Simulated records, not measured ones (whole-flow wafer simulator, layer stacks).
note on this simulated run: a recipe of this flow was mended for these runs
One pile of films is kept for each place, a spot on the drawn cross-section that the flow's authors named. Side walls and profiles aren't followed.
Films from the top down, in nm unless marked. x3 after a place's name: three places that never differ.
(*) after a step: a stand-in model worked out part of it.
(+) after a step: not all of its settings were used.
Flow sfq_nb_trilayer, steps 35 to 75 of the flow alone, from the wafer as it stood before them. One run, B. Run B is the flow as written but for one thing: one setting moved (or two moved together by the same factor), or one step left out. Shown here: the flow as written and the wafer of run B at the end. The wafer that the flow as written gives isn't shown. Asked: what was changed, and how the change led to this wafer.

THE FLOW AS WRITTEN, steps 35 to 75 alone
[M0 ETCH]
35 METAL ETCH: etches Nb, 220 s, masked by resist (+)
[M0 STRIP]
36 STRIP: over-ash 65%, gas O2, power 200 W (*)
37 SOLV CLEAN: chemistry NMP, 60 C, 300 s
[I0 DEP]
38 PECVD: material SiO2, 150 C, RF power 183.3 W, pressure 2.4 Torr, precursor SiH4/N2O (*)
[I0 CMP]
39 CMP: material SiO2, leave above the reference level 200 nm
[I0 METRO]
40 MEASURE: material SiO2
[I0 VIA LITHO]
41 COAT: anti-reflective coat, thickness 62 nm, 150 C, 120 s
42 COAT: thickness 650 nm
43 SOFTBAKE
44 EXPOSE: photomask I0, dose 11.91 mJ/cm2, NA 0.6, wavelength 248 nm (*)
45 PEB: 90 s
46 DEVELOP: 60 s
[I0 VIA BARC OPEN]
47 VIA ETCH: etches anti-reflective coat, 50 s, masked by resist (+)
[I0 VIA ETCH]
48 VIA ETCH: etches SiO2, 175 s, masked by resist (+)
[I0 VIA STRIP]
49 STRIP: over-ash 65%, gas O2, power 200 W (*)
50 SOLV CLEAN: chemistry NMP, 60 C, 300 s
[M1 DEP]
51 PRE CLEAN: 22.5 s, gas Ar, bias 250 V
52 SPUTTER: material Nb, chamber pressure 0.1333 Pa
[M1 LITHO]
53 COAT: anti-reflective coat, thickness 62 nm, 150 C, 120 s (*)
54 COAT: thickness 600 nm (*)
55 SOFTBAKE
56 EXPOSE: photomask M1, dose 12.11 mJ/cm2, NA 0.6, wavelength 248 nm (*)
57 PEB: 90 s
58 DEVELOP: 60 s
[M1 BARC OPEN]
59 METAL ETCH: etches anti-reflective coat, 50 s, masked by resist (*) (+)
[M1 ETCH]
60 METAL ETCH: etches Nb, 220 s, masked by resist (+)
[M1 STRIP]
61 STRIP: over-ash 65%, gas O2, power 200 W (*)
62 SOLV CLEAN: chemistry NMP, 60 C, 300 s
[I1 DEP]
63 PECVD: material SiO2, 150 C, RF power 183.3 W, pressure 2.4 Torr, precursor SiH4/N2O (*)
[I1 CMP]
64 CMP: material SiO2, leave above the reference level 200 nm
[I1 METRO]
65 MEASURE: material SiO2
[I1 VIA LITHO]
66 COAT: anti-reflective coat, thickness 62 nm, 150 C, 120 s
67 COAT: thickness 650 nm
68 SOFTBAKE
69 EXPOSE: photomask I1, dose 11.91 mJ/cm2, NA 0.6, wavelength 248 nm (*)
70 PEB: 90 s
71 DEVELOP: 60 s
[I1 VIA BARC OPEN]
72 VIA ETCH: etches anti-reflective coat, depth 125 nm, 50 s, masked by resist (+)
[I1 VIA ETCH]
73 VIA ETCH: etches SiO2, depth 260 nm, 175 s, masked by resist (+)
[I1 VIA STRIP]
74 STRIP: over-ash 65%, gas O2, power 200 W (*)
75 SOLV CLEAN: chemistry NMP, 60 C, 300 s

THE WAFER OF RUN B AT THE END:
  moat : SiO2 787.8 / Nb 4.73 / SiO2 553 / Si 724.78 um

The cause: step 35, METAL ETCH: 179 s was run, where the flow has 220 s.

How the change led to this, step by step:
  35 METAL ETCH: etches Nb, 220 s, masked by resist (+)
      moat, m0r_space_l x2: Nb -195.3 (as written it would be: Nb -200 (all of it), SiO2 -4)
      field_l, v_sur, via_wl and 100 more: KrF-resist-other-grade -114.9 (as written it would be: KrF-resist-other-grade -141.2)
  36 STRIP: over-ash 65%, gas O2, power 200 W (*)
      p4_fl x53, wl_j_sl x16, wl_d_sl x2: KrF-resist-other-grade -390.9 (all of it), anti-reflective coat -62 (all of it) (as written it would be: KrF-resist-other-grade -364.6 (all of it), anti-reflective coat -62 (all of it))
      jj_sur, ce_l, c5j, res, r_end: KrF-resist-other-grade -396.8 (all of it), anti-reflective coat -63.7 (all of it) (as written it would be: KrF-resist-other-grade -370.5 (all of it), anti-reflective coat -63.7 (all of it))
      (and at 27 more places)
  38 PECVD: material SiO2, 150 C, RF power 183.3 W, pressure 2.4 Torr, precursor SiH4/N2O (*)
      moat, m0r_space_l x2: SiO2 +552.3 (new film) (as written it would be: SiO2 +561.1)
Counting metal films that touch as one body, moat has 1 body; the flow as written gives 0 bodies.
